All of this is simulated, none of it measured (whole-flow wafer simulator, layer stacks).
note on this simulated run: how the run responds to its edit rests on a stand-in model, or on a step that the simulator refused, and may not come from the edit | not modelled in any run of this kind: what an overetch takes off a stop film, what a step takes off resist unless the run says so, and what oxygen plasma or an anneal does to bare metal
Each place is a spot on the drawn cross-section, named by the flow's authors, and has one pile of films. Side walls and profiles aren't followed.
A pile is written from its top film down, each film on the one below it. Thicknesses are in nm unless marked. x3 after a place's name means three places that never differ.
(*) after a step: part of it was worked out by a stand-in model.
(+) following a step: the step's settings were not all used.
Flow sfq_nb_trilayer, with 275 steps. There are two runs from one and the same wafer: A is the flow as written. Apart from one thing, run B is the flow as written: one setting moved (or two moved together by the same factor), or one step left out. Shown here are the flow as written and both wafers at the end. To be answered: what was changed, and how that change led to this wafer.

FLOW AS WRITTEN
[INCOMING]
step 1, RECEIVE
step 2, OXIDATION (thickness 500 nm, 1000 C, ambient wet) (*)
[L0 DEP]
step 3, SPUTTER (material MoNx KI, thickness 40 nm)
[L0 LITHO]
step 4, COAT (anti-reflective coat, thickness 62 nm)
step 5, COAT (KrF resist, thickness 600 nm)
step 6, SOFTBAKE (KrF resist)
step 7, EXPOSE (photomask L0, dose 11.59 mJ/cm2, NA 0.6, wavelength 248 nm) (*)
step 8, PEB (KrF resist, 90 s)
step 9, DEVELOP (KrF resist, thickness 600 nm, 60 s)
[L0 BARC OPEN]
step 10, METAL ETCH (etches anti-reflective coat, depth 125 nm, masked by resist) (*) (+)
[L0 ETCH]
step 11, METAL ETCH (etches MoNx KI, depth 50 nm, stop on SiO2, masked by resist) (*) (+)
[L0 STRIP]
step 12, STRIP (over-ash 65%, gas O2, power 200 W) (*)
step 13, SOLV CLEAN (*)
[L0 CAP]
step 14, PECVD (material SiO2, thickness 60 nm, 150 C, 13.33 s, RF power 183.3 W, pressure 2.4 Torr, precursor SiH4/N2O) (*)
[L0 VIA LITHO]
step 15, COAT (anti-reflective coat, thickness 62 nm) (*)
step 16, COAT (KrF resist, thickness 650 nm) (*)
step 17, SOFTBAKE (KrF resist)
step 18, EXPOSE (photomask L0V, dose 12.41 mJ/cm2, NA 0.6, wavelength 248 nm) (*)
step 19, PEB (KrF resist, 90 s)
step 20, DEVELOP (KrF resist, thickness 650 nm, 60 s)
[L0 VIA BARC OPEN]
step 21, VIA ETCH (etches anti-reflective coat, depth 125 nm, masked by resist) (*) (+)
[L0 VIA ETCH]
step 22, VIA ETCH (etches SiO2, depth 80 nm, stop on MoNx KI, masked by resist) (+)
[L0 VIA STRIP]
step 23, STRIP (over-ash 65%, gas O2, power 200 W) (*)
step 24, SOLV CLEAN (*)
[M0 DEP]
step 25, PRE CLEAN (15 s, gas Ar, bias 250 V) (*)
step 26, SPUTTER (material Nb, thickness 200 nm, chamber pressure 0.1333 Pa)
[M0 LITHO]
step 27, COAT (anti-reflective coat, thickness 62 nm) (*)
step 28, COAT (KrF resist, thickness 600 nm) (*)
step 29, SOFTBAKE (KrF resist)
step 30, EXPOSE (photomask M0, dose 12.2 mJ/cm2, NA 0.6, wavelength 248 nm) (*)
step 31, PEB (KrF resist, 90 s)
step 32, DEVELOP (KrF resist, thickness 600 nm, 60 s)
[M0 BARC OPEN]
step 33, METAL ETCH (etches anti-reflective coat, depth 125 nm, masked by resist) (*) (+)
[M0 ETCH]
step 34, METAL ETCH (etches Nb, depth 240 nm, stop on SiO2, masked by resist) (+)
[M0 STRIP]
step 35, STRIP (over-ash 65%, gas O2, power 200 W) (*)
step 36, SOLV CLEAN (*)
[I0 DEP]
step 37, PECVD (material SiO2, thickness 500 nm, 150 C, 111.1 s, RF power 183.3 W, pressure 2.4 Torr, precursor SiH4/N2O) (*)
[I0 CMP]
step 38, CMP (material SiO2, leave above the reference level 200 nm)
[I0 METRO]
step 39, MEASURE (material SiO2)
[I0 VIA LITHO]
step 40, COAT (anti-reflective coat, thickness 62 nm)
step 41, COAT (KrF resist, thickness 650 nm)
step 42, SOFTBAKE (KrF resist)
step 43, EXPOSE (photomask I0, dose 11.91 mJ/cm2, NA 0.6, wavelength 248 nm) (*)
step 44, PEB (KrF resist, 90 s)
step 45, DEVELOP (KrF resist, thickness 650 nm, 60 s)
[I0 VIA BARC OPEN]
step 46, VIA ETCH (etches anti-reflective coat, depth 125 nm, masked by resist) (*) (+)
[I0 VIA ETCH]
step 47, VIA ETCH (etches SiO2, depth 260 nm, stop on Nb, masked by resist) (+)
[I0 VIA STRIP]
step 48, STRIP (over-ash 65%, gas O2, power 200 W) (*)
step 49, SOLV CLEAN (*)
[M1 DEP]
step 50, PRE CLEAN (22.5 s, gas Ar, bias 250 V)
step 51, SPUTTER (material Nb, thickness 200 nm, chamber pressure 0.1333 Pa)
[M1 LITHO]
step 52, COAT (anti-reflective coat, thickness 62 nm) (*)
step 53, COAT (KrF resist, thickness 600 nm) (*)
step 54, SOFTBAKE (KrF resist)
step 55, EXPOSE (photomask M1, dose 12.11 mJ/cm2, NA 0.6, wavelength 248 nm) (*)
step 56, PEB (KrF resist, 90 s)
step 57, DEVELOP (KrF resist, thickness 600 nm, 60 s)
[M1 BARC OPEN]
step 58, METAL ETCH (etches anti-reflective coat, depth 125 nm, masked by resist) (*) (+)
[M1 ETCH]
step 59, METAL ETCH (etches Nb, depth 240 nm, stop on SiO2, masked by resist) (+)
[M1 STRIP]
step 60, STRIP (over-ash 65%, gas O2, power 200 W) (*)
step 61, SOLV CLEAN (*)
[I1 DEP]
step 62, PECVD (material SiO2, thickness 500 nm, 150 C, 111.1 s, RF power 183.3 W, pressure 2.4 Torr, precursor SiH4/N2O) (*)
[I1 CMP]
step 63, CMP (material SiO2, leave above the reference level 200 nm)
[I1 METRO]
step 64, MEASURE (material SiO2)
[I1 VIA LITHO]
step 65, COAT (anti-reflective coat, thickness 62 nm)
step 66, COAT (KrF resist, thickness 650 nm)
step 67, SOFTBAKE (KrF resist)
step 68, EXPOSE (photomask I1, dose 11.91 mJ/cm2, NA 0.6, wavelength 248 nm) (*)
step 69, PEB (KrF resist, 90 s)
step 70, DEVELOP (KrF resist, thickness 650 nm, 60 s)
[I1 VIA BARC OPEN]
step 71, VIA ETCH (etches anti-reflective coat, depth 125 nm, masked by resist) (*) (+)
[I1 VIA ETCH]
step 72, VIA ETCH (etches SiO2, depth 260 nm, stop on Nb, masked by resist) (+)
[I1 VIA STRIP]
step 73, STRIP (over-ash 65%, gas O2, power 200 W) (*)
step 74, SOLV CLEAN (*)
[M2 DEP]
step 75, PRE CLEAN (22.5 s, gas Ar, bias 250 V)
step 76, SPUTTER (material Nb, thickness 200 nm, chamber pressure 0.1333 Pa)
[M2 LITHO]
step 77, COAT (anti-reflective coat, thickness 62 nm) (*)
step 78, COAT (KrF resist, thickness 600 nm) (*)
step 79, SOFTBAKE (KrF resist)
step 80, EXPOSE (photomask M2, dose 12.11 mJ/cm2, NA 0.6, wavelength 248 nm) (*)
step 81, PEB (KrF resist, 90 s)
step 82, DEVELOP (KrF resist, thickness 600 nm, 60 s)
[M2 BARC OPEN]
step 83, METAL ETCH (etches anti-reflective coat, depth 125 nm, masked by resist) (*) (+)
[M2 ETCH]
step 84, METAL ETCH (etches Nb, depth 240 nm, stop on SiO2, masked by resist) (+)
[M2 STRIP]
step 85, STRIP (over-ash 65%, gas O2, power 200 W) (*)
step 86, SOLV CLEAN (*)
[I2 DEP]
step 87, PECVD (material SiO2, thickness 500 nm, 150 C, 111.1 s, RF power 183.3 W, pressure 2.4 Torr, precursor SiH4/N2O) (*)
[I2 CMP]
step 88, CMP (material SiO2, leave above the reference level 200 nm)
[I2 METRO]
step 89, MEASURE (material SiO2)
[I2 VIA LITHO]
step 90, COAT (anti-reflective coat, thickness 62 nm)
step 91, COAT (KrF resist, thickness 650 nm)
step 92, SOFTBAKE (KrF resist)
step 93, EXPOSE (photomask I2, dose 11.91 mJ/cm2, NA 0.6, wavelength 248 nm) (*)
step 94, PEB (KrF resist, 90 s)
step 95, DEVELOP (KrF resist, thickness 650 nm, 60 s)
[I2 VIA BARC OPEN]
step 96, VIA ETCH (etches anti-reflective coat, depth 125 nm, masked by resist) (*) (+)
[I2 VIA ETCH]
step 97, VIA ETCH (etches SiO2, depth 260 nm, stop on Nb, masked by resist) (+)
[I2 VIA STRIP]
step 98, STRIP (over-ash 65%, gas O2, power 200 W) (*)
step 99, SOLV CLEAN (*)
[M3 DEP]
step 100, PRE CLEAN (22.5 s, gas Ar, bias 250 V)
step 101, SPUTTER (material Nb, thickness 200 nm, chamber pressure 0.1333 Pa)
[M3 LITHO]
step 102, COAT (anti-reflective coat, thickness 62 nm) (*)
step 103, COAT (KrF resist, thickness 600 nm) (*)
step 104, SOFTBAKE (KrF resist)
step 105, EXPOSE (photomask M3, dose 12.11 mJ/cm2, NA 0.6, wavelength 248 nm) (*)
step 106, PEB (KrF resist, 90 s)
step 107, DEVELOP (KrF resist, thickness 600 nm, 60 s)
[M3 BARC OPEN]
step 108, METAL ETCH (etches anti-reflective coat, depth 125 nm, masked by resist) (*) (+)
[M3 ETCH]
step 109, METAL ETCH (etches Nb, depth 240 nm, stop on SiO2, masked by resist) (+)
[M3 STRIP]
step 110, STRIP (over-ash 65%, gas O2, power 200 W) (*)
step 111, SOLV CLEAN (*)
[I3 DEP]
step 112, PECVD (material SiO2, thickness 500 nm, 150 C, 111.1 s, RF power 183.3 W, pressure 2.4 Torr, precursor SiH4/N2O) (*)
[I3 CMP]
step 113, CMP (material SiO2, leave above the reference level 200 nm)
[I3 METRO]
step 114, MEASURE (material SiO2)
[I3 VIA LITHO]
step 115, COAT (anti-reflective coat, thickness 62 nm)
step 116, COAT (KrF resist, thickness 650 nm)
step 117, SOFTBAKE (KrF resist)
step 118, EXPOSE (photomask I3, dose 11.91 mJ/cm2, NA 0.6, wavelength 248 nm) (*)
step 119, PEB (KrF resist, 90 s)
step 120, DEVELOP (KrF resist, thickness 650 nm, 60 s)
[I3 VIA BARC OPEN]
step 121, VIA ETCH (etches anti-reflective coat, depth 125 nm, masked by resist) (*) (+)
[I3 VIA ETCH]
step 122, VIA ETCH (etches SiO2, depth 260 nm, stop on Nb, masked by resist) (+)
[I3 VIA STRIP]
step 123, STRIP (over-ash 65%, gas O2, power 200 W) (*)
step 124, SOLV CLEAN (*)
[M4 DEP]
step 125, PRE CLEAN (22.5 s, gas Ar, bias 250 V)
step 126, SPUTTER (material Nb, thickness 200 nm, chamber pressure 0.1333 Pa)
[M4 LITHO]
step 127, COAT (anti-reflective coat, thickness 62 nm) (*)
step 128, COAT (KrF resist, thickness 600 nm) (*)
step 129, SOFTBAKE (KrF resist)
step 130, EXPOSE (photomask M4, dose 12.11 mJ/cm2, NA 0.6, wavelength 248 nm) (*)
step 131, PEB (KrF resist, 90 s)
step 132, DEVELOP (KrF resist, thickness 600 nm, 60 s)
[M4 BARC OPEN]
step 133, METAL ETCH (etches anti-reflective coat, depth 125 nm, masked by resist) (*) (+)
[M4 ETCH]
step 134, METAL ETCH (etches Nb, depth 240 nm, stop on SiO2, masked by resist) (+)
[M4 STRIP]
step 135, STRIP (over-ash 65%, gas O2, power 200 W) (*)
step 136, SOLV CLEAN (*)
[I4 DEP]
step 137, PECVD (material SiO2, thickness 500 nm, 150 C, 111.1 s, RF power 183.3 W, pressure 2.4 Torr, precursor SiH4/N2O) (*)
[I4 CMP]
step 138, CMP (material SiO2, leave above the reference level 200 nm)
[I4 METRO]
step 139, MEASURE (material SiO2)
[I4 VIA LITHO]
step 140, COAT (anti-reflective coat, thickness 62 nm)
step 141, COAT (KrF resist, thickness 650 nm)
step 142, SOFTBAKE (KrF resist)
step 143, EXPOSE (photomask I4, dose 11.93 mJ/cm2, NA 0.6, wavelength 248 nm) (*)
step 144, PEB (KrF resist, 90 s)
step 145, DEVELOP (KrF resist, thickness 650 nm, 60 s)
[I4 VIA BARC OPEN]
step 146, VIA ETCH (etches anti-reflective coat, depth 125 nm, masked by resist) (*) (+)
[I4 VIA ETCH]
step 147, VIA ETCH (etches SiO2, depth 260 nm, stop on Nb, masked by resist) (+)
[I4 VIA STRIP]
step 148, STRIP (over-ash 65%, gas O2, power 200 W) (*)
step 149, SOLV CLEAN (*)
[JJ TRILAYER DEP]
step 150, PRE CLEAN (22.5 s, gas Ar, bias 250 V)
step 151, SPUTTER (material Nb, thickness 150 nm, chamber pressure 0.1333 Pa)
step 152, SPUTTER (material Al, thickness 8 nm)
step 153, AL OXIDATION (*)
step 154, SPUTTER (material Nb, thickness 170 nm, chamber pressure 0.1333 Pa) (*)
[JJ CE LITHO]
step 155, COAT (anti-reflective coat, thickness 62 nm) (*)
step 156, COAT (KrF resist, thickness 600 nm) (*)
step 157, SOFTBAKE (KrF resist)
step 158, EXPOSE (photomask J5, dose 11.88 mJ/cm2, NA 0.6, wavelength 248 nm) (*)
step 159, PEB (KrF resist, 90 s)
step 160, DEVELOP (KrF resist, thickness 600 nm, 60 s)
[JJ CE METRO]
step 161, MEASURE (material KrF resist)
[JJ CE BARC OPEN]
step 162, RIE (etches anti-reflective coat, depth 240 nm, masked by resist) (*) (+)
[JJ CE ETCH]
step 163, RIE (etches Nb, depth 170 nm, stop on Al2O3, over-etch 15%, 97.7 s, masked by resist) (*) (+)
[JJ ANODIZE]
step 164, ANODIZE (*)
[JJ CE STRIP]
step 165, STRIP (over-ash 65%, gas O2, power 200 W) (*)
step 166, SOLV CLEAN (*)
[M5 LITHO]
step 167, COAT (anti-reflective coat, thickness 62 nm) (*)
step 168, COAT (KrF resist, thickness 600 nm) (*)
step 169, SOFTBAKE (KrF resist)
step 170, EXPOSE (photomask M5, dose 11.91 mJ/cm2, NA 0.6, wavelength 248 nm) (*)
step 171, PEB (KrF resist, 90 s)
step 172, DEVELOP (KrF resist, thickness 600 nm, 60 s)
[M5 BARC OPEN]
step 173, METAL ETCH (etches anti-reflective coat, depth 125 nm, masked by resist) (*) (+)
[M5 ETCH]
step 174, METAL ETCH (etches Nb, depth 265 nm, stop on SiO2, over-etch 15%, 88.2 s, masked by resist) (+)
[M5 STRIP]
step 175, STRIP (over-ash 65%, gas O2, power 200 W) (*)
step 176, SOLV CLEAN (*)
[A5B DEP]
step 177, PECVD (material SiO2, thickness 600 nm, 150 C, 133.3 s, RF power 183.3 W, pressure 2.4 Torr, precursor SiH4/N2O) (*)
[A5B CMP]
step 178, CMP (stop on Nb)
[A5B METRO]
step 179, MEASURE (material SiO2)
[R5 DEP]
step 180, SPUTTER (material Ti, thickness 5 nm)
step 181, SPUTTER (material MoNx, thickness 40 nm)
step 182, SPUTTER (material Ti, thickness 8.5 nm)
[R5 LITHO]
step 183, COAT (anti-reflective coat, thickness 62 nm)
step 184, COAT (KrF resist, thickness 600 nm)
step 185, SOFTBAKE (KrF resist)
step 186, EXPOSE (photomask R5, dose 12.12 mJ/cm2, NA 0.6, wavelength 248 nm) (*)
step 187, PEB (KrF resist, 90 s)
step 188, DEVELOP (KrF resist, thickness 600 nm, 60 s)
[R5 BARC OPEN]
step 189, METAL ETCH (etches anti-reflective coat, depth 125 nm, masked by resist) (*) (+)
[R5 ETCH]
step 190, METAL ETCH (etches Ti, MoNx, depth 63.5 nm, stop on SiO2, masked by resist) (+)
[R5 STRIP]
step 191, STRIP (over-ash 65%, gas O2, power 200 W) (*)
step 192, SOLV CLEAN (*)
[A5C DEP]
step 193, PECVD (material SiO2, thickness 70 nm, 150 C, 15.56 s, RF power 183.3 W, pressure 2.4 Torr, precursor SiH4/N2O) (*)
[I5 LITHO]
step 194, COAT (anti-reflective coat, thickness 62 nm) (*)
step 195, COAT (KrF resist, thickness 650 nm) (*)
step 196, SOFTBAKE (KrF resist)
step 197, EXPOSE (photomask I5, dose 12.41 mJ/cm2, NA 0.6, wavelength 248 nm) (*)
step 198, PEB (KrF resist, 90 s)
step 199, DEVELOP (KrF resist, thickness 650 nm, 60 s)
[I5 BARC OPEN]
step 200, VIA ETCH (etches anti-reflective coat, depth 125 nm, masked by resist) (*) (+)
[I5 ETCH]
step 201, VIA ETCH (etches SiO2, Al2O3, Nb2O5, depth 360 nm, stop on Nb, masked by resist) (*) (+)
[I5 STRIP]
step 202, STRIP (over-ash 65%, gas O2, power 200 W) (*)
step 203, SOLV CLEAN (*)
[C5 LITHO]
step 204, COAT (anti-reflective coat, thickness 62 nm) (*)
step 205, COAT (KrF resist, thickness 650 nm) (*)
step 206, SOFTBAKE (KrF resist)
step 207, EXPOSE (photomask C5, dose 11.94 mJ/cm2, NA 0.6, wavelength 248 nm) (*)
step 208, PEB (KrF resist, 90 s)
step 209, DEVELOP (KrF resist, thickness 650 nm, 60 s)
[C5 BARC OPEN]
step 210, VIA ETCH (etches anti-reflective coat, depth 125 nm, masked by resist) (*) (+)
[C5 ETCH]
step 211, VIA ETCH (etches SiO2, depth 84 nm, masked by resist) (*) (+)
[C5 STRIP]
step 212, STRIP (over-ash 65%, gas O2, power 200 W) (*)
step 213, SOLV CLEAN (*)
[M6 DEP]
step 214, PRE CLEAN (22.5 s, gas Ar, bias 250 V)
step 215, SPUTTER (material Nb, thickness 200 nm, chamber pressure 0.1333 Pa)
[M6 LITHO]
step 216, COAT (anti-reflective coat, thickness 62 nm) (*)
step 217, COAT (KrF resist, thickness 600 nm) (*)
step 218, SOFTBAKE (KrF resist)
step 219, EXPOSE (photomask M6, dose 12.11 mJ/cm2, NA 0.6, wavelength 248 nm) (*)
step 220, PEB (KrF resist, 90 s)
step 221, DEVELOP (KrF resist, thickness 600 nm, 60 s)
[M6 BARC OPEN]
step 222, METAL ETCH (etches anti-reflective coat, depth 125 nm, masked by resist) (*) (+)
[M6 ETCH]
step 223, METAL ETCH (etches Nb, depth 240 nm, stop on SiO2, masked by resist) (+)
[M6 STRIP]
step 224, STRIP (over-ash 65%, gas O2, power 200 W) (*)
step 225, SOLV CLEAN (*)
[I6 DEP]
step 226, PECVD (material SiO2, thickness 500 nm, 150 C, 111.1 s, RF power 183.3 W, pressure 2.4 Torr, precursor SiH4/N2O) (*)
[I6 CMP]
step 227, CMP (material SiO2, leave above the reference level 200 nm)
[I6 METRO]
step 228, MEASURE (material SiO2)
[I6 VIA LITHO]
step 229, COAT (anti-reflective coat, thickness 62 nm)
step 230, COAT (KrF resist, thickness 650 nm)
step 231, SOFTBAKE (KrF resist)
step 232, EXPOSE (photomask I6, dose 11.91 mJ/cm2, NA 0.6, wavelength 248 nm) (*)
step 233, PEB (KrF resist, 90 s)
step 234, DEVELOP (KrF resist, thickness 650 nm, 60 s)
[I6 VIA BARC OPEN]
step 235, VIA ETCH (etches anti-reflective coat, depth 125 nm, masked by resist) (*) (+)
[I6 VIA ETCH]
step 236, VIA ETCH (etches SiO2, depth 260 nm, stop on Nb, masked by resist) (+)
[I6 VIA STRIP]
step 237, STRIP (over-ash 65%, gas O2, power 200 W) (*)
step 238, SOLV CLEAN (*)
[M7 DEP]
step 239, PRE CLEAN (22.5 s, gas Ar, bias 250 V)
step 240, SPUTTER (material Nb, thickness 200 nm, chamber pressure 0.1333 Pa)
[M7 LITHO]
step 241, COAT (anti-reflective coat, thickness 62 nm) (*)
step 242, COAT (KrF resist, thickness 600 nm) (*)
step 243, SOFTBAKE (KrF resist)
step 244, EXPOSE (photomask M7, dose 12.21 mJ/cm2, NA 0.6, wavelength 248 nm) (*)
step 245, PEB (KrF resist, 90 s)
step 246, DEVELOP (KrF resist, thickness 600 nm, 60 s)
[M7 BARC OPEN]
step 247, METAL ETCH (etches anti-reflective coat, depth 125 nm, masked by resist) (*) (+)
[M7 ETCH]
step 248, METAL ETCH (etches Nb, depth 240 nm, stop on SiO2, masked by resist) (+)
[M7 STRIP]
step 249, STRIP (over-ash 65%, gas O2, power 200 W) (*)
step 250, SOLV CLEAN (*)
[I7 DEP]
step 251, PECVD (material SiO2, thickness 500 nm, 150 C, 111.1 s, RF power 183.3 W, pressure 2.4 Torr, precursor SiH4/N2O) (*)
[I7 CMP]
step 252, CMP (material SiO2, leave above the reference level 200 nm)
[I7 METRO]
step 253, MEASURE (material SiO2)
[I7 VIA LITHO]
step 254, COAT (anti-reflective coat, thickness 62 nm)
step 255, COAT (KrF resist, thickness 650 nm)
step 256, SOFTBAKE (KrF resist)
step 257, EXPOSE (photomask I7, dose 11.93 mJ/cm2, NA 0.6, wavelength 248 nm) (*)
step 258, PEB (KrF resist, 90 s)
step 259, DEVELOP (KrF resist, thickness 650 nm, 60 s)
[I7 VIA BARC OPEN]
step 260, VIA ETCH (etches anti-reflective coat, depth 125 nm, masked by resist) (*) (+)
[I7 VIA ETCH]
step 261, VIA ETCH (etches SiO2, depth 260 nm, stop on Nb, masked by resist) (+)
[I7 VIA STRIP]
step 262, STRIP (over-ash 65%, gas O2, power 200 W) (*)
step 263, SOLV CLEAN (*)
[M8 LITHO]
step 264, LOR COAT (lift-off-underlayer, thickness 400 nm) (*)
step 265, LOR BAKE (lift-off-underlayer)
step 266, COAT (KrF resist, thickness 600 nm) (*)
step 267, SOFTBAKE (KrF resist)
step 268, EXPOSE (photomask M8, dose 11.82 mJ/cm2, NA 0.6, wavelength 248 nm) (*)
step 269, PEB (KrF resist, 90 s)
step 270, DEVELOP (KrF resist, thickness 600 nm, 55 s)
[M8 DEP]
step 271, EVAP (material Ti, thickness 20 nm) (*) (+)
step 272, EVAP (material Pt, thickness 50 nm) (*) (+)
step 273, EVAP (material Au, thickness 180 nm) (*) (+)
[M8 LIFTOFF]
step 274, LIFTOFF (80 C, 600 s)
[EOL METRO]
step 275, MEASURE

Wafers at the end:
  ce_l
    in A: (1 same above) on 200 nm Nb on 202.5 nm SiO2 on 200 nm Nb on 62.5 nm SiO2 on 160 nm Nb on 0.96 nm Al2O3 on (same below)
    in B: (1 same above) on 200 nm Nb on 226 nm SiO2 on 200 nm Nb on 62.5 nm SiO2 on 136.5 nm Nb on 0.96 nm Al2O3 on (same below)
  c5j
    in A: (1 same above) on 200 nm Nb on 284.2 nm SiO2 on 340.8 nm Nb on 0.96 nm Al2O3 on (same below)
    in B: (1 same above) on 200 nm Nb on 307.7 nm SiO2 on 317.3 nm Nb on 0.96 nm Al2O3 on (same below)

What caused this: step 190, METAL ETCH: depth 87 nm was run, though the flow has depth 63.5 nm.

How this came from the change, step by step:
  step 190, METAL ETCH (etches Ti, MoNx, depth 63.5 nm, stop on SiO2, masked by resist) (+)
      be_r, r_sur, res, r_end, r5r_line_l, r5r_line_c, r5r_line_r: A KrF resist loses 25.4 | B KrF resist loses 34.8
      ce_l, c5j, ce_r, wl_jj: A Ti loses 8.5 (all of it), MoNx loses 40 (all of it), Ti loses 5 (all of it), Nb loses 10 | B Ti loses 8.5 (all of it), MoNx loses 40 (all of it), Ti loses 5 (all of it), Nb loses 33.5
  step 194, COAT (anti-reflective coat, thickness 62 nm) (*)
      wl_j_sl, wl_j_sr: A anti-reflective coat gains 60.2 (new film) | B anti-reflective coat gains 56.5 (new film)
      jj_sur: A anti-reflective coat gains 60.8 (new film) | B anti-reflective coat gains 57 (new film)
      (also at 5 further places)
  step 202, STRIP (over-ash 65%, gas O2, power 200 W) (*)
      wl_j_sl, wl_j_sr: A KrF resist loses 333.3 (all of it), anti-reflective coat loses 60.2 (all of it) | B KrF resist loses 333.3 (all of it), anti-reflective coat loses 56.5 (all of it)
      jj_sur: A KrF resist loses 337.2 (all of it), anti-reflective coat loses 60.8 (all of it) | B KrF resist loses 337.5 (all of it), anti-reflective coat loses 57 (all of it)
      (also at 5 further places)
  step 204, COAT (anti-reflective coat, thickness 62 nm) (*)
      wl_j_sl, wl_j_sr: A anti-reflective coat gains 60.2 (new film) | B anti-reflective coat gains 56.5 (new film)
      jj_sur: A anti-reflective coat gains 59.5 (new film) | B anti-reflective coat gains 55.8 (new film)
      (also at 5 further places)
  step 210, VIA ETCH (etches anti-reflective coat, depth 125 nm, masked by resist) (*) (+)
      c5j: A anti-reflective coat loses 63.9 (all of it), SiO2 loses 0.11 | B anti-reflective coat loses 70.4 (all of it), SiO2 loses 0.07
  step 212, STRIP (over-ash 65%, gas O2, power 200 W) (*)
      wl_j_sl, wl_j_sr: A KrF resist loses 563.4 (all of it), anti-reflective coat loses 60.2 (all of it) | B KrF resist loses 563.4 (all of it), anti-reflective coat loses 56.5 (all of it)
      jj_sur: A KrF resist loses 562 (all of it), anti-reflective coat loses 59.5 (all of it) | B KrF resist loses 562.2 (all of it), anti-reflective coat loses 55.8 (all of it)
      (also at 4 further places)
  step 216, COAT (anti-reflective coat, thickness 62 nm) (*)
      wl_j_sl, wl_j_sr: A anti-reflective coat gains 60.2 (new film) | B anti-reflective coat gains 56.6 (new film)
      jj_sur: A anti-reflective coat gains 56.1 (new film) | B anti-reflective coat gains 52.2 (new film)
      (also at 5 further places)
  step 224, STRIP (over-ash 65%, gas O2, power 200 W) (*)
      wl_j_sl, wl_j_sr: A KrF resist loses 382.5 (all of it), anti-reflective coat loses 60.2 (all of it) | B KrF resist loses 382.3 (all of it), anti-reflective coat loses 56.6 (all of it)
      jj_sur: A KrF resist loses 378.5 (all of it), anti-reflective coat loses 56.1 (all of it) | B KrF resist loses 378.5 (all of it), anti-reflective coat loses 52.2 (all of it)
      (also at 5 further places)
  step 227, CMP (material SiO2, leave above the reference level 200 nm)
      ce_l, ce_r, wl_jj: A SiO2 loses 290 | B SiO2 loses 266.5
      c5j: A SiO2 loses 223 | B SiO2 loses 199.5
